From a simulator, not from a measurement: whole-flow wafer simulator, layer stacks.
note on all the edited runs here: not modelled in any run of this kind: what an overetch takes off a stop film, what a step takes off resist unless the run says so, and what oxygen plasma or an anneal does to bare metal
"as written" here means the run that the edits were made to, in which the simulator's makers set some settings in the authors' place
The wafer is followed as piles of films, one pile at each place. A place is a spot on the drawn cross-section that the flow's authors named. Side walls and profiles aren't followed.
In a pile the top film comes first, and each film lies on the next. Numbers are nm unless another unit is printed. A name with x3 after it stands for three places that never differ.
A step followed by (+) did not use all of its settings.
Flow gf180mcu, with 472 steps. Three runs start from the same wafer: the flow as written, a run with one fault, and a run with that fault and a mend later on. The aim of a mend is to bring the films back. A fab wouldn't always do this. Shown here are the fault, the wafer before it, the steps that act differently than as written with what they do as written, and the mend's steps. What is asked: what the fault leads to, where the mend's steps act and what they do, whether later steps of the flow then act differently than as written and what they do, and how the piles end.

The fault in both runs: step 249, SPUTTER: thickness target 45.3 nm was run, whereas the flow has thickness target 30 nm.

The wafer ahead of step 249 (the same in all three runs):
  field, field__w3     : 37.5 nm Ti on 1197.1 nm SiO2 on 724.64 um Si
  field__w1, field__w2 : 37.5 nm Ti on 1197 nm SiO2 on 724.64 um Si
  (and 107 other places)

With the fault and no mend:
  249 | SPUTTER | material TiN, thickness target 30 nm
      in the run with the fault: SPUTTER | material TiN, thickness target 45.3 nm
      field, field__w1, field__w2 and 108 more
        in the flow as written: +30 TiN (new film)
        in the run with the fault: +45.3 TiN (new film)
  Steps later in the flow that act otherwise than as written:
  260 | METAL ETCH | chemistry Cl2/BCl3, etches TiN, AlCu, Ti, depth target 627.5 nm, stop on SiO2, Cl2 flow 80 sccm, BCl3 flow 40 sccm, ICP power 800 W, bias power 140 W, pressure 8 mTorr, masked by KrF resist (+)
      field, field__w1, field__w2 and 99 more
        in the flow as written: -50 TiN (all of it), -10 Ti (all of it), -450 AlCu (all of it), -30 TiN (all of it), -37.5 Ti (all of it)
        in the run with the fault: -50 TiN (all of it), -10 Ti (all of it), -450 AlCu (all of it), -45.3 TiN (all of it), -37.5 Ti (all of it)
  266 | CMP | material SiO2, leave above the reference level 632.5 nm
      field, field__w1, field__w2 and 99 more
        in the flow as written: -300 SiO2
        in the run with the fault: -284.7 SiO2
  The piles end different from the flow's at field__w8, contact, m1 and 6 more by more than 2% or 0.5 nm, whichever is larger.
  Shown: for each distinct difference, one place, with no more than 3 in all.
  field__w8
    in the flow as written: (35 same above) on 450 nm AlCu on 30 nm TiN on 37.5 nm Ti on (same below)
    in the run with the fault: (35 same above) on 450 nm AlCu on 45.3 nm TiN on 37.5 nm Ti on (same below)
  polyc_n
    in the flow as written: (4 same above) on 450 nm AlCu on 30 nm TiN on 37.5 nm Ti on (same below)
    in the run with the fault: (4 same above) on 450 nm AlCu on 45.3 nm TiN on 37.5 nm Ti on (same below)
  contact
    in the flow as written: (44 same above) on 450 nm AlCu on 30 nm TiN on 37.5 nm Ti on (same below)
    in the run with the fault: (44 same above) on 450 nm AlCu on 45.3 nm TiN on 37.5 nm Ti on (same below)

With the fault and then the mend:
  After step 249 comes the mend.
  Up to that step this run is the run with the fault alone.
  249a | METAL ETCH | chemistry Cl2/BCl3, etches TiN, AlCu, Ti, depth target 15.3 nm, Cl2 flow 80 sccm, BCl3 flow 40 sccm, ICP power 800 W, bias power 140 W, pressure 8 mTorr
      field, field__w1, field__w2 and 108 more
        -15.3 TiN
  Later steps of the flow that are run all act as written at every place that is followed.
  At every place that both follow, the piles at the end match the flow's.
